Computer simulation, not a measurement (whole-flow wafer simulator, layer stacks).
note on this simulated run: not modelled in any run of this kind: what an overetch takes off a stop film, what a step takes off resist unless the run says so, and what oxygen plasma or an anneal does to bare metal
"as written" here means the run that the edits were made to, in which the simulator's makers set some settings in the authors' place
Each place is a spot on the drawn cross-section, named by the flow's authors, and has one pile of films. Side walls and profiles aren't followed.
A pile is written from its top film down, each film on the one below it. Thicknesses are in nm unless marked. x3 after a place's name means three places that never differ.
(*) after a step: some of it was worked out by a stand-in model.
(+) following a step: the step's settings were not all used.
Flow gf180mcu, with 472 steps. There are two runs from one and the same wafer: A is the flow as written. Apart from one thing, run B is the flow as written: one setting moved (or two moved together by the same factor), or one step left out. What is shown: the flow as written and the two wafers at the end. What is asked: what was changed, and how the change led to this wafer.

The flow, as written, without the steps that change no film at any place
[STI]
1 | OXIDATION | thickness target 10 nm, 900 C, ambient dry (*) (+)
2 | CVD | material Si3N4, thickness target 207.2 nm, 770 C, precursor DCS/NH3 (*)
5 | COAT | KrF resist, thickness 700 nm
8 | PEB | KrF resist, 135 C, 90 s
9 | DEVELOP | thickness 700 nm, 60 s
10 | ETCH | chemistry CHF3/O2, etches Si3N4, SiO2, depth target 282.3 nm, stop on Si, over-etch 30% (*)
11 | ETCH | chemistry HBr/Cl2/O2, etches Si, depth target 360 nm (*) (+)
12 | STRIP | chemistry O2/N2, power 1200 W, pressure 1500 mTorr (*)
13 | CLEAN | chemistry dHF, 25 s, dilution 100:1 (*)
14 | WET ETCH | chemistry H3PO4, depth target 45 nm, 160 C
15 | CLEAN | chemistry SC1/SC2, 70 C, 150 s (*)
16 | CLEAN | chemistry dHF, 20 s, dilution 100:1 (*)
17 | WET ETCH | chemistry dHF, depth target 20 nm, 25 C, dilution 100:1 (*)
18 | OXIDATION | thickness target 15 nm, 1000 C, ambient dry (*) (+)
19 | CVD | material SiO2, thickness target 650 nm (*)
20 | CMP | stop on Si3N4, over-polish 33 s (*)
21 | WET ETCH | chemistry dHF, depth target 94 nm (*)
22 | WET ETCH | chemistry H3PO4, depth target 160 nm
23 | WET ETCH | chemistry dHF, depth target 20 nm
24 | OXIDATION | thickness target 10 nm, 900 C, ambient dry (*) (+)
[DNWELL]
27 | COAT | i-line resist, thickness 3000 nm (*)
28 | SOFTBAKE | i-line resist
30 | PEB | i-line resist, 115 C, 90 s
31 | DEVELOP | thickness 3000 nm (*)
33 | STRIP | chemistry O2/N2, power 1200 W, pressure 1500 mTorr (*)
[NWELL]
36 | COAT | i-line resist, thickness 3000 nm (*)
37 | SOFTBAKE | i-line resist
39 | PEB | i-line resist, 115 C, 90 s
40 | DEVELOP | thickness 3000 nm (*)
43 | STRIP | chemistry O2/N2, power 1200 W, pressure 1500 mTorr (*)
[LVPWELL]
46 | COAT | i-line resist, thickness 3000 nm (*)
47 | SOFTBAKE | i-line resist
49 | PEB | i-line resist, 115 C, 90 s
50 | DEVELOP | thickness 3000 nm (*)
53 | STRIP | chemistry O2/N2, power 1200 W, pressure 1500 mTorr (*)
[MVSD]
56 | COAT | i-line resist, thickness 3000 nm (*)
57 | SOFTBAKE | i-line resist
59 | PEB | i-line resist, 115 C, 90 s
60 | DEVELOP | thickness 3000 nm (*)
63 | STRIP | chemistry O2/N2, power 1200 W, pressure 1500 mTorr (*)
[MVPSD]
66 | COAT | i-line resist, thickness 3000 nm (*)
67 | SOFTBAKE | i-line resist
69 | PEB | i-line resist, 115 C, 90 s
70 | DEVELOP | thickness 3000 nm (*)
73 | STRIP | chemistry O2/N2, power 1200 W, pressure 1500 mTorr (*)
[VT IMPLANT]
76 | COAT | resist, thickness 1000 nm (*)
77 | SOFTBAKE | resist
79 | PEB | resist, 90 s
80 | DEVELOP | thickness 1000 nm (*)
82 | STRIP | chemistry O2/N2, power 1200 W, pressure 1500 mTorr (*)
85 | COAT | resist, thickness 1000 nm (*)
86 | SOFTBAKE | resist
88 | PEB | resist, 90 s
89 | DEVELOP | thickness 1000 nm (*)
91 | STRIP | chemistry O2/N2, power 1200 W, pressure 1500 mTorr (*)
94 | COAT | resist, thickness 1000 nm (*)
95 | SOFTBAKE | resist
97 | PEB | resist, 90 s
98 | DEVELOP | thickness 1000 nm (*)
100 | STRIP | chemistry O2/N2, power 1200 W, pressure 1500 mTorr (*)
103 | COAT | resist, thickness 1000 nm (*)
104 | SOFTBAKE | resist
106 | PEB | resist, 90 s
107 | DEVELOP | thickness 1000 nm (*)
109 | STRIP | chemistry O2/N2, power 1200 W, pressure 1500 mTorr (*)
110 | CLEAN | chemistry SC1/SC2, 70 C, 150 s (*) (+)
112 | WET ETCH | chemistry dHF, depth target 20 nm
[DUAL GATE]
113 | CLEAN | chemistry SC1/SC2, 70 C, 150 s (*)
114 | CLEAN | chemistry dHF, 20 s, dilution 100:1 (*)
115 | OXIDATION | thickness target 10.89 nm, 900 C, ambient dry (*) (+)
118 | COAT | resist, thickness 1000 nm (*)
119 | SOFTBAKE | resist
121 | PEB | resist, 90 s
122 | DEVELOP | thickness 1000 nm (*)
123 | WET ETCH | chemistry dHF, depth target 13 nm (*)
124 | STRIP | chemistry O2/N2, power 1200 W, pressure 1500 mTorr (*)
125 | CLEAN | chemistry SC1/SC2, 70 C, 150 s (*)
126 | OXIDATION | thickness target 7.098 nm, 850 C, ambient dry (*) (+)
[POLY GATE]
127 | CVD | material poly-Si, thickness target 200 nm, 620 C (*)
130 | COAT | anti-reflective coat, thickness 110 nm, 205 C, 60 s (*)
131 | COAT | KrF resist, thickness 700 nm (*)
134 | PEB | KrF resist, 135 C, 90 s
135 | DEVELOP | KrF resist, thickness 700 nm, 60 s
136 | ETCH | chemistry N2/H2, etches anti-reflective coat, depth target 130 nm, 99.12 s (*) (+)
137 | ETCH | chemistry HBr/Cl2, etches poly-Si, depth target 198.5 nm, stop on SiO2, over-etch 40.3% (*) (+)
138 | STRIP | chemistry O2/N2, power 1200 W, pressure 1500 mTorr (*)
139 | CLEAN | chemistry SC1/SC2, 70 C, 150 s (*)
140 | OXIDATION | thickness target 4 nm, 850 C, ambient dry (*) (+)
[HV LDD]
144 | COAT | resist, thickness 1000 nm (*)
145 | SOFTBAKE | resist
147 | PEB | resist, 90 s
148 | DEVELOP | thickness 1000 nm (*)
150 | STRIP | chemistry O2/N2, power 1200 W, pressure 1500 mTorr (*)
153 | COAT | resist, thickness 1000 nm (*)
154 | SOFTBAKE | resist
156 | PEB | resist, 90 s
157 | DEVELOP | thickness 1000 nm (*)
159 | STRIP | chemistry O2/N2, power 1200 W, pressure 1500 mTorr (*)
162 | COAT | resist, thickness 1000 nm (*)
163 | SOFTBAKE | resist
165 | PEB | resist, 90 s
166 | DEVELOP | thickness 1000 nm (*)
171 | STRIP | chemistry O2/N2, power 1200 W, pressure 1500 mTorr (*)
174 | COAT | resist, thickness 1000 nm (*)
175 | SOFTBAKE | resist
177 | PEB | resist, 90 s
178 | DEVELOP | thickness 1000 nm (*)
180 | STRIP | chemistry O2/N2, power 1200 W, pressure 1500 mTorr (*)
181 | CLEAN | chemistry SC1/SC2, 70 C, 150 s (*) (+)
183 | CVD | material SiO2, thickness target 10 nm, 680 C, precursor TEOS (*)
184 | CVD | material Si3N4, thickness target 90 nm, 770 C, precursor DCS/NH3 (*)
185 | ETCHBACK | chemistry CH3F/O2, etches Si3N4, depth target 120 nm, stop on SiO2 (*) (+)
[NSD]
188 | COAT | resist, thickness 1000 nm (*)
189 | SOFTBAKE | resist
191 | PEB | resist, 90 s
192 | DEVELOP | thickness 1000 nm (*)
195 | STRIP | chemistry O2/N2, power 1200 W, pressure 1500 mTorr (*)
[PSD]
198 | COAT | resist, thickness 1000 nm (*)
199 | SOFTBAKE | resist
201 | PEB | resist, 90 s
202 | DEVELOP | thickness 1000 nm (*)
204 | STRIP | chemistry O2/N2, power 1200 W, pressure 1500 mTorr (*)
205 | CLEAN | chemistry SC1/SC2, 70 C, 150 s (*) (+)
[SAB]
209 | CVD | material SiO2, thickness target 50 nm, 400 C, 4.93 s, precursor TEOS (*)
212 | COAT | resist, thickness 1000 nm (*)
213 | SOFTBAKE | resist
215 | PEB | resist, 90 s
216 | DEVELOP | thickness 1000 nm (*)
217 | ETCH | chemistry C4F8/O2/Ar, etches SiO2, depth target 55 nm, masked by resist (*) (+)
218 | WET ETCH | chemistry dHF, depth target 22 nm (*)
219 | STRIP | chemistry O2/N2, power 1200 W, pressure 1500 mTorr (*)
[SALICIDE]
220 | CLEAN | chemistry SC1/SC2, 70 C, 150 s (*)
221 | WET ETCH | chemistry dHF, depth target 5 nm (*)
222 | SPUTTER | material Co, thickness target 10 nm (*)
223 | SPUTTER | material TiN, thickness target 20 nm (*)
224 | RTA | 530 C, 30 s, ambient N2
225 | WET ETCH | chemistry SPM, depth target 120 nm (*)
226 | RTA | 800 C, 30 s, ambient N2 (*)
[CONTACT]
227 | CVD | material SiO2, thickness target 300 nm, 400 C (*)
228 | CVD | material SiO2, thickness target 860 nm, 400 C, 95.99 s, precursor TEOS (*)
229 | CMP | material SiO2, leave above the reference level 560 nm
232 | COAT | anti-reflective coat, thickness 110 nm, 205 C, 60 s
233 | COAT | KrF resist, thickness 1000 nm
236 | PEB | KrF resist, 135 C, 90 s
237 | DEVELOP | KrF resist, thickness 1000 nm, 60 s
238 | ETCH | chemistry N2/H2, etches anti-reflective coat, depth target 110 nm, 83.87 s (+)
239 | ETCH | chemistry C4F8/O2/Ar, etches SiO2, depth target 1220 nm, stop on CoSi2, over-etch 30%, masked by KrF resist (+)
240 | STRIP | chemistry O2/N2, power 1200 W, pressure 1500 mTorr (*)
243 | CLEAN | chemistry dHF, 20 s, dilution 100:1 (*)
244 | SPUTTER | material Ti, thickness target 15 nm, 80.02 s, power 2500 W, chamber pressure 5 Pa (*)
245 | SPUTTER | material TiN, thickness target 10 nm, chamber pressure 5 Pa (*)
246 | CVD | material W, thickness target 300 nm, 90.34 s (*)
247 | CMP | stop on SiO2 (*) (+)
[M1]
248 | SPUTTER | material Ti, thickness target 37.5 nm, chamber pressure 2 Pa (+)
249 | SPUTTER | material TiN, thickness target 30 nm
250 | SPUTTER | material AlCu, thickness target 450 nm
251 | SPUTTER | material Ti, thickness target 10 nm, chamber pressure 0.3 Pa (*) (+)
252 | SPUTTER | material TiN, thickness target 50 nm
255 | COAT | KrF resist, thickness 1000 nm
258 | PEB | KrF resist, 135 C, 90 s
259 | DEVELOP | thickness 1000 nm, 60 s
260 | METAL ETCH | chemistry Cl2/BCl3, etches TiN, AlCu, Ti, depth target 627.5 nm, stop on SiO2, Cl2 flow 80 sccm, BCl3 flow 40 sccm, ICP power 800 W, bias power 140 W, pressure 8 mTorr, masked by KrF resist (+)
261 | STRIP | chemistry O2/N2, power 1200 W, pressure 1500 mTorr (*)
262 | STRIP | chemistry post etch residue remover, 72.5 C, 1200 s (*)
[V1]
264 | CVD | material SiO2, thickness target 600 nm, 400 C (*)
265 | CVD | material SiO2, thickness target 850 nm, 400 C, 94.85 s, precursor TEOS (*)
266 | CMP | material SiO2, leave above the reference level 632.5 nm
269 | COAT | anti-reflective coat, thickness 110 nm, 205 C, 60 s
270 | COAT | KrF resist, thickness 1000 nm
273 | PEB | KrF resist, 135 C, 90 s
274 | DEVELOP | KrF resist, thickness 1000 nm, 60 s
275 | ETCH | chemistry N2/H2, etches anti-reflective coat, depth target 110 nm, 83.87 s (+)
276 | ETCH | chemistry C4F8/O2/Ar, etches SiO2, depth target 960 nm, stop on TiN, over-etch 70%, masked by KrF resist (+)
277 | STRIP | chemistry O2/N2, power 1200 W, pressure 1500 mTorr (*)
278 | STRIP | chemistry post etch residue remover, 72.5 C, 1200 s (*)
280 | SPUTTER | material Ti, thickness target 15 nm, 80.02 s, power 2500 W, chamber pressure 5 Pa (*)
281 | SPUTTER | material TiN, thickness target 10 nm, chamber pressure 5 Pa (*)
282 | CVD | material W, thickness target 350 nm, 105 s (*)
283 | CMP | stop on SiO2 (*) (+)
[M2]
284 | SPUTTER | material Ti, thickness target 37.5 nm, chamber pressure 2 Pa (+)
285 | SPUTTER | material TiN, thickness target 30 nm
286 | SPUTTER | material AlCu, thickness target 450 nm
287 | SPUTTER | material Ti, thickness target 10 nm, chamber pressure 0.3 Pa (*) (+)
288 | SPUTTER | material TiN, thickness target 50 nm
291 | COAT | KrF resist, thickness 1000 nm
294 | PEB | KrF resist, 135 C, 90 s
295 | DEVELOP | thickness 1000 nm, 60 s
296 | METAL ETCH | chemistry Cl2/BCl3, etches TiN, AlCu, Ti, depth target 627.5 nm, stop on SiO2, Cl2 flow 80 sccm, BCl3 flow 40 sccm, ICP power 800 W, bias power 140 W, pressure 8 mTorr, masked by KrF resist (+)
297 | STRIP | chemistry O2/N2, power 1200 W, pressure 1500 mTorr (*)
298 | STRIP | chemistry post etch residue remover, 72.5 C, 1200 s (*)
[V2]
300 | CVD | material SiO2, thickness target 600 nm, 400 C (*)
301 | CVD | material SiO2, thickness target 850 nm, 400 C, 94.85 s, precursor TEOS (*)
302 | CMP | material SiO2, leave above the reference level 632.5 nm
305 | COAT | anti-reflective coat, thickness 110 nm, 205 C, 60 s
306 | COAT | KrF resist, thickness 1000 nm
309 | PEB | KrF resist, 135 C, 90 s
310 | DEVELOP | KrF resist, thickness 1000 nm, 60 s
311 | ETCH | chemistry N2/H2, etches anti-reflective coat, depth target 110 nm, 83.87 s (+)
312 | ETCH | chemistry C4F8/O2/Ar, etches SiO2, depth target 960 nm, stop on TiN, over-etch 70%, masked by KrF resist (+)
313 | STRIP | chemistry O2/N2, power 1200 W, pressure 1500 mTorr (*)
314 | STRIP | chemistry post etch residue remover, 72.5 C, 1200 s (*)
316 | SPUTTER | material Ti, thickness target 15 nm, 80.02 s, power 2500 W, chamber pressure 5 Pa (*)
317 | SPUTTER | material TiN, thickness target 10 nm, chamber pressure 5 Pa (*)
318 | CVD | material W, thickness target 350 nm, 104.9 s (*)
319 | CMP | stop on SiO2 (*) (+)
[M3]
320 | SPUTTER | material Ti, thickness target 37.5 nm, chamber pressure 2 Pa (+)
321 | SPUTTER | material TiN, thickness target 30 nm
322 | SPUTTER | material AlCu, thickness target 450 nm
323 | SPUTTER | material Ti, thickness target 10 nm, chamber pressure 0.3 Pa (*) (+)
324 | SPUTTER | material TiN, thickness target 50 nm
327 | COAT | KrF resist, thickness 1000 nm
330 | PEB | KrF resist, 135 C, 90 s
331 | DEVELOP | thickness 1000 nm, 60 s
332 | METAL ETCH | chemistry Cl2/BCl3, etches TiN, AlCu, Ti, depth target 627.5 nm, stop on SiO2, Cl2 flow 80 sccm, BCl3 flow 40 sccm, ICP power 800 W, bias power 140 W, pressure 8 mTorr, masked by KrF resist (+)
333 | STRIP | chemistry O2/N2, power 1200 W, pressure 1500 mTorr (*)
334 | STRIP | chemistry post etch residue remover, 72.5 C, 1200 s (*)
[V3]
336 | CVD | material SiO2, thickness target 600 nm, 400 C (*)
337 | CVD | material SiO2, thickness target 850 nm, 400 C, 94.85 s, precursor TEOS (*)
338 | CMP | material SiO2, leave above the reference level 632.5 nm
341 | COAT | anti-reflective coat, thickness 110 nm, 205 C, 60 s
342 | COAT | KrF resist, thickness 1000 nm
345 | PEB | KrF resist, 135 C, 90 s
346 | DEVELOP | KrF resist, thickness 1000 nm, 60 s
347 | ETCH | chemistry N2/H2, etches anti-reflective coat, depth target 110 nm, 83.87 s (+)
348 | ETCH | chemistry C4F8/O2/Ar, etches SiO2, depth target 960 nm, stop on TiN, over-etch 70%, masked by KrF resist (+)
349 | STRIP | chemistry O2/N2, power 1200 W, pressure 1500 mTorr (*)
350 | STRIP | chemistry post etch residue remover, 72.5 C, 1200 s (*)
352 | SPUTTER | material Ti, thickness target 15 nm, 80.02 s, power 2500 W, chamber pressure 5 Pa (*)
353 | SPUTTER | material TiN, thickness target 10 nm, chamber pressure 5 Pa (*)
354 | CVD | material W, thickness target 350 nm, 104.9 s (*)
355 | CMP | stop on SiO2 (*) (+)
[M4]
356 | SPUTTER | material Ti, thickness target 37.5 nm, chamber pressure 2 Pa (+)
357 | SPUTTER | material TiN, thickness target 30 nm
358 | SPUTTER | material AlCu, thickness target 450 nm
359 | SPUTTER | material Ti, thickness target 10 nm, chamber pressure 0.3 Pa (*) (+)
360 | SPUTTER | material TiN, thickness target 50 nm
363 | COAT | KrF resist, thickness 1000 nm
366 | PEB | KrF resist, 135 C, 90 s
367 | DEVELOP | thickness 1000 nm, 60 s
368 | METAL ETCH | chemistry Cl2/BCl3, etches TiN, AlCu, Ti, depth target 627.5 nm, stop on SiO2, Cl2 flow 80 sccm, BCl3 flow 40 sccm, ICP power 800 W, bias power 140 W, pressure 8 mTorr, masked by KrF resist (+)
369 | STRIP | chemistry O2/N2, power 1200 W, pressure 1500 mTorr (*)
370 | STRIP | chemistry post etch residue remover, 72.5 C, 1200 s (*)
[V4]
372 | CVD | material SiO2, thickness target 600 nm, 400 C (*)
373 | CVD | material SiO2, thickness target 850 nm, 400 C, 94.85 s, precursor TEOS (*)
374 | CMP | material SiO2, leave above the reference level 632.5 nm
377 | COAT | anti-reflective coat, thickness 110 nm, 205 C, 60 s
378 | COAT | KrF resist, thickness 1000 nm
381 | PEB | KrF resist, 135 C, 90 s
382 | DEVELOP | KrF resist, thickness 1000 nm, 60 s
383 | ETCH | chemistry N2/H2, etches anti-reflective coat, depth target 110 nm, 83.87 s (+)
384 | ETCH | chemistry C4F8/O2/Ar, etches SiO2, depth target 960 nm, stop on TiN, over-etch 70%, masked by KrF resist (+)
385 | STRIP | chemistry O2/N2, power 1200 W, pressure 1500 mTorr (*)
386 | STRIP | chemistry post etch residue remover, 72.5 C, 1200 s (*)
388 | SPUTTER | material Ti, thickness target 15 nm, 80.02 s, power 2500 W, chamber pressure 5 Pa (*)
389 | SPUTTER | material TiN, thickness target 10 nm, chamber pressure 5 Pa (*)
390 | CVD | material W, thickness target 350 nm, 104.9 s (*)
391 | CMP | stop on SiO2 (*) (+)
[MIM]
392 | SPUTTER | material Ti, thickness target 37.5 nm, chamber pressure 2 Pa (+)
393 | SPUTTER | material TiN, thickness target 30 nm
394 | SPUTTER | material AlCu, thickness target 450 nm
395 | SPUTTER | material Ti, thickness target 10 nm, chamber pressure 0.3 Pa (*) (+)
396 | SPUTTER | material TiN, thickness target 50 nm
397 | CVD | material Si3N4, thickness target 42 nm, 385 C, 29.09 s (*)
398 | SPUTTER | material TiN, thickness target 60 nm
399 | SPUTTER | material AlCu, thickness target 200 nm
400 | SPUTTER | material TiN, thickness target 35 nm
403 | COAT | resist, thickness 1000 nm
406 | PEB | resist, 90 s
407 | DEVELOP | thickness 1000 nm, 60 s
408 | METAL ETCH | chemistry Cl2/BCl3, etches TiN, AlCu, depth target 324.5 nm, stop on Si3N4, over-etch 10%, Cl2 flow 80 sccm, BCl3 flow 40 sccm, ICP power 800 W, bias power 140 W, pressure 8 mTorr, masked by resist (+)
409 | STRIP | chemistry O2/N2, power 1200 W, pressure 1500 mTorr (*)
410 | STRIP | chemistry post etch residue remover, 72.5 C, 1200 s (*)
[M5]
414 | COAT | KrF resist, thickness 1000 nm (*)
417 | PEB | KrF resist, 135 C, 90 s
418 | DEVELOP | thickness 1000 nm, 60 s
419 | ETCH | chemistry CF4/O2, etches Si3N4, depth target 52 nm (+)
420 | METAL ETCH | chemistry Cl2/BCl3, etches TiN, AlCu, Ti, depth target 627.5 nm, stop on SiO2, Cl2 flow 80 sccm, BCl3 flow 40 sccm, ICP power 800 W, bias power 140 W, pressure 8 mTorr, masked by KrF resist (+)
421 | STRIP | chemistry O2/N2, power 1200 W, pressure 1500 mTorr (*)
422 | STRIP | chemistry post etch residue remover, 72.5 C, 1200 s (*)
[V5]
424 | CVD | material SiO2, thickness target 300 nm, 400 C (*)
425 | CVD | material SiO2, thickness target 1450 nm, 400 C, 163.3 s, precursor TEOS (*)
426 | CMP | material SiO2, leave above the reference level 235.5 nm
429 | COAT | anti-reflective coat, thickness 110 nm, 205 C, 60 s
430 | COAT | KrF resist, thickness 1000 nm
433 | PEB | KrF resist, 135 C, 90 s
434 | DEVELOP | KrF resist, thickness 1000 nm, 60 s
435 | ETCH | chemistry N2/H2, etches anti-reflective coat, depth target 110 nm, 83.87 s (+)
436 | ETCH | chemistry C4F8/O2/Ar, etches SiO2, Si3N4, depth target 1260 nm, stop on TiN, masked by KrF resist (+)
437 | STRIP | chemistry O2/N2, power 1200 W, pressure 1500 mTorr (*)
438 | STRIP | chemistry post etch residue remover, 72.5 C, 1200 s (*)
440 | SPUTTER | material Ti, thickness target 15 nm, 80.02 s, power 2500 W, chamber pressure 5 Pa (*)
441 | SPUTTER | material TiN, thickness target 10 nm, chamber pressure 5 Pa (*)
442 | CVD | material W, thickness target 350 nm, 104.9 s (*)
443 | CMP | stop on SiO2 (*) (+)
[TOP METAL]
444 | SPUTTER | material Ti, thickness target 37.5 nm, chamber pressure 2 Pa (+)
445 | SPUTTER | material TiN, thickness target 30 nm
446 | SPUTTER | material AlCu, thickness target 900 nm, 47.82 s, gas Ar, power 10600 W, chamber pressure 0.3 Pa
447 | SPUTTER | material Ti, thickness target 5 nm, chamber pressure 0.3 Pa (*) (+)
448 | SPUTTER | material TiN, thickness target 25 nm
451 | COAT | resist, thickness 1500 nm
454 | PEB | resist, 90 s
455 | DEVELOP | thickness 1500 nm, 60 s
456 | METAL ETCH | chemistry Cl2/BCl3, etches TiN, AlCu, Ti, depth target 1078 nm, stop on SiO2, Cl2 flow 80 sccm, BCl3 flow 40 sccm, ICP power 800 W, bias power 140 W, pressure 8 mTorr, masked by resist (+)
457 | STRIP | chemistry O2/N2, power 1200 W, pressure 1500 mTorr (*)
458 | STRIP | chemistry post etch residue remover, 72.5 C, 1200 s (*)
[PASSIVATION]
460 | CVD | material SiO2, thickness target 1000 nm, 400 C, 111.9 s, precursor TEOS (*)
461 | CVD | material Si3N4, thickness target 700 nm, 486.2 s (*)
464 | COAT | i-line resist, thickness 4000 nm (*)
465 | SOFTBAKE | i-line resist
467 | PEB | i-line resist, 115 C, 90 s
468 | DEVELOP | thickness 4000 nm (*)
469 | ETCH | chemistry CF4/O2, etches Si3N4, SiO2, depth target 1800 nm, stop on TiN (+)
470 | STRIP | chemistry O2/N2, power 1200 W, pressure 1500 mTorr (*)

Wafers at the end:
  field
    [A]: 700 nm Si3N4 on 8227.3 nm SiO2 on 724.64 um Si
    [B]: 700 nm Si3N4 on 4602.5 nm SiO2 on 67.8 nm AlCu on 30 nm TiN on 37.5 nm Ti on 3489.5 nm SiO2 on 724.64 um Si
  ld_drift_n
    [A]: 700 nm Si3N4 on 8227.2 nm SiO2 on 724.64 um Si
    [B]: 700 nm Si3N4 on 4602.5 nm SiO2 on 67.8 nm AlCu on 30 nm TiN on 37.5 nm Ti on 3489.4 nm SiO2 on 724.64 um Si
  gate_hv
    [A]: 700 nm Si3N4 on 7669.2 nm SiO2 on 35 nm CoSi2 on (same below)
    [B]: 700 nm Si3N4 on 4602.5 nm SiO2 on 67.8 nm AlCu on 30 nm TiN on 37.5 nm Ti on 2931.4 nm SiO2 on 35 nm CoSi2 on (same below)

What caused this: step 324, SPUTTER: thickness target 33.5 nm was run, while the flow as written has thickness target 50 nm; step 332, METAL ETCH: depth target 420 nm was run, where the flow has depth target 627.5 nm.

Step by step, how the change led to this:
  324 | SPUTTER | material TiN, thickness target 50 nm
      field, field__w1, field__w2 and 108 more: A TiN gains 50 (new film) | B TiN gains 33.5 (new film)
  332 | METAL ETCH | chemistry Cl2/BCl3, etches TiN, AlCu, Ti, depth target 627.5 nm, stop on SiO2, Cl2 flow 80 sccm, BCl3 flow 40 sccm, ICP power 800 W, bias power 140 W, pressure 8 mTorr, masked by KrF resist (+)
      field, field__w1, field__w2 and 103 more: A TiN loses 50 (all of it), Ti loses 10 (all of it), AlCu loses 450 (all of it), TiN loses 30 (all of it), Ti loses 37.5 (all of it) | B TiN loses 33.5 (all of it), Ti loses 10 (all of it), AlCu loses 376.5
      field__w8, contact, m1, m1__w1, m1_nw: A KrF resist loses 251 | B KrF resist loses 168
  333 | STRIP | chemistry O2/N2, power 1200 W, pressure 1500 mTorr (*)
      field__w8, contact, m1, m1__w1, m1_nw: A KrF resist loses 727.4 (all of it) | B KrF resist loses 810.4 (all of it)
  334 | STRIP | chemistry post etch residue remover, 72.5 C, 1200 s (*)
      field, field__w1, field__w2 and 103 more: A nothing | B AlCu loses 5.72
  336 | CVD | material SiO2, thickness target 600 nm, 400 C (*)
      field, field__w1, field__w2 and 103 more: A SiO2 gains 600 | B SiO2 gains 600 (new film)
  338 | CMP | material SiO2, leave above the reference level 632.5 nm
      field, field__w1, field__w2 and 103 more: A SiO2 loses 300 | B SiO2 loses 435.3
  348 | ETCH | chemistry C4F8/O2/Ar, etches SiO2, depth target 960 nm, stop on TiN, over-etch 70%, masked by KrF resist (+)
      contact: A SiO2 loses 572.1 (all of it) | B SiO2 loses 588.6 (all of it)
If metal films that touch count as one body, field has 1 body; the flow as written gives 0 bodies.
If metal films that touch count as one body, ld_drift_n has 1 body; the flow as written gives 0 bodies.
If metal films that touch count as one body, gate_hv has 2 bodies (between them, from the top down: SiO2 2931.4); the flow as written gives 1 body.
